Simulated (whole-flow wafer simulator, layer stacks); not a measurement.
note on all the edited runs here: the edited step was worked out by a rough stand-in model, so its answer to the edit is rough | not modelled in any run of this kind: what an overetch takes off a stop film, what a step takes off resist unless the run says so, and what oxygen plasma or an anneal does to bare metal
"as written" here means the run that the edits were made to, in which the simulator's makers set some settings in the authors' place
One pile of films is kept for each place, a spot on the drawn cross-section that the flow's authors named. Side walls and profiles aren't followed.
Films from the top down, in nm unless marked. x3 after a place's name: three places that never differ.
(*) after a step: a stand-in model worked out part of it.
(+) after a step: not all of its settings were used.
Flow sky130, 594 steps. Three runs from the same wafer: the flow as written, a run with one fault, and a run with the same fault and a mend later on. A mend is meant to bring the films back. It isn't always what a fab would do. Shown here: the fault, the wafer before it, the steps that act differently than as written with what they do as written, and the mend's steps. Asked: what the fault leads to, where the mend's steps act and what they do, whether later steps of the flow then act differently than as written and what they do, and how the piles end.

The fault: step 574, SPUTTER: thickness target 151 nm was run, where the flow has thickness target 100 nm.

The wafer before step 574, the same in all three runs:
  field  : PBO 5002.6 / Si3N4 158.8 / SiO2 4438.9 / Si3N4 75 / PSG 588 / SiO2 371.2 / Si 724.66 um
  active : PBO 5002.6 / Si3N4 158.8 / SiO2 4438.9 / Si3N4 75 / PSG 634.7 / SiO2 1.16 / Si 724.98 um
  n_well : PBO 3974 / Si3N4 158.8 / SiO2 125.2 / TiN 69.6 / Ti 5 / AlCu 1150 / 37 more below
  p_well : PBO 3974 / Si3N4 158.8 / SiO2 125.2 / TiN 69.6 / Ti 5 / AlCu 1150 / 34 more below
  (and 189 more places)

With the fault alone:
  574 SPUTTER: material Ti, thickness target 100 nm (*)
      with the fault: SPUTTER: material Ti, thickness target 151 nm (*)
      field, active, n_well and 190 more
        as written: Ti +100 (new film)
        with the fault: Ti +151 (new film)
  Later steps of the flow that act differently than as written (7 more steps differ only slightly, by at most 2% or 0.5 nm, whichever is larger, and aren't shown):
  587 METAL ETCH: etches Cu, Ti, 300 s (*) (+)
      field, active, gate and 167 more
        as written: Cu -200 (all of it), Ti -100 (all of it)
        with the fault: Cu -200 (all of it), Ti -151 (all of it)
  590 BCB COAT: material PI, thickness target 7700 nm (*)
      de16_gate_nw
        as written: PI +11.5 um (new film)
        with the fault: PI +11.55 um (new film)
  At the end the piles differ from the flow's by more than 2% or 0.5 nm, whichever is larger, at n_well, p_well, sd_n and 20 more.
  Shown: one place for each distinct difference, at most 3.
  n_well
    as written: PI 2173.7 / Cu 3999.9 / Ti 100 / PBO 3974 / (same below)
    with the fault: PI 2140.5 / Cu 3999.9 / Ti 151 / PBO 3974 / (same below)
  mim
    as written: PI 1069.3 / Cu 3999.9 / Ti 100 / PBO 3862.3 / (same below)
    with the fault: PI 1021.6 / Cu 3999.9 / Ti 151 / PBO 3862.3 / (same below)
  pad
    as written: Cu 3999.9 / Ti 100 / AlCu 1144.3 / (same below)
    with the fault: Cu 3999.9 / Ti 151 / AlCu 1144.3 / (same below)

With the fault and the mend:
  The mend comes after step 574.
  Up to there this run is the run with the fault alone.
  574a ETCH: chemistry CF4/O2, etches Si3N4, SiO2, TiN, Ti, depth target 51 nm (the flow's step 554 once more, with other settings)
      field, active, n_well and 190 more
        Ti -51
  No later step of the flow acts differently than as written, at any place that is followed, by more than 2% or 0.5 nm, whichever is larger.
  At the end the piles are the same as the flow's at every place that both follow.
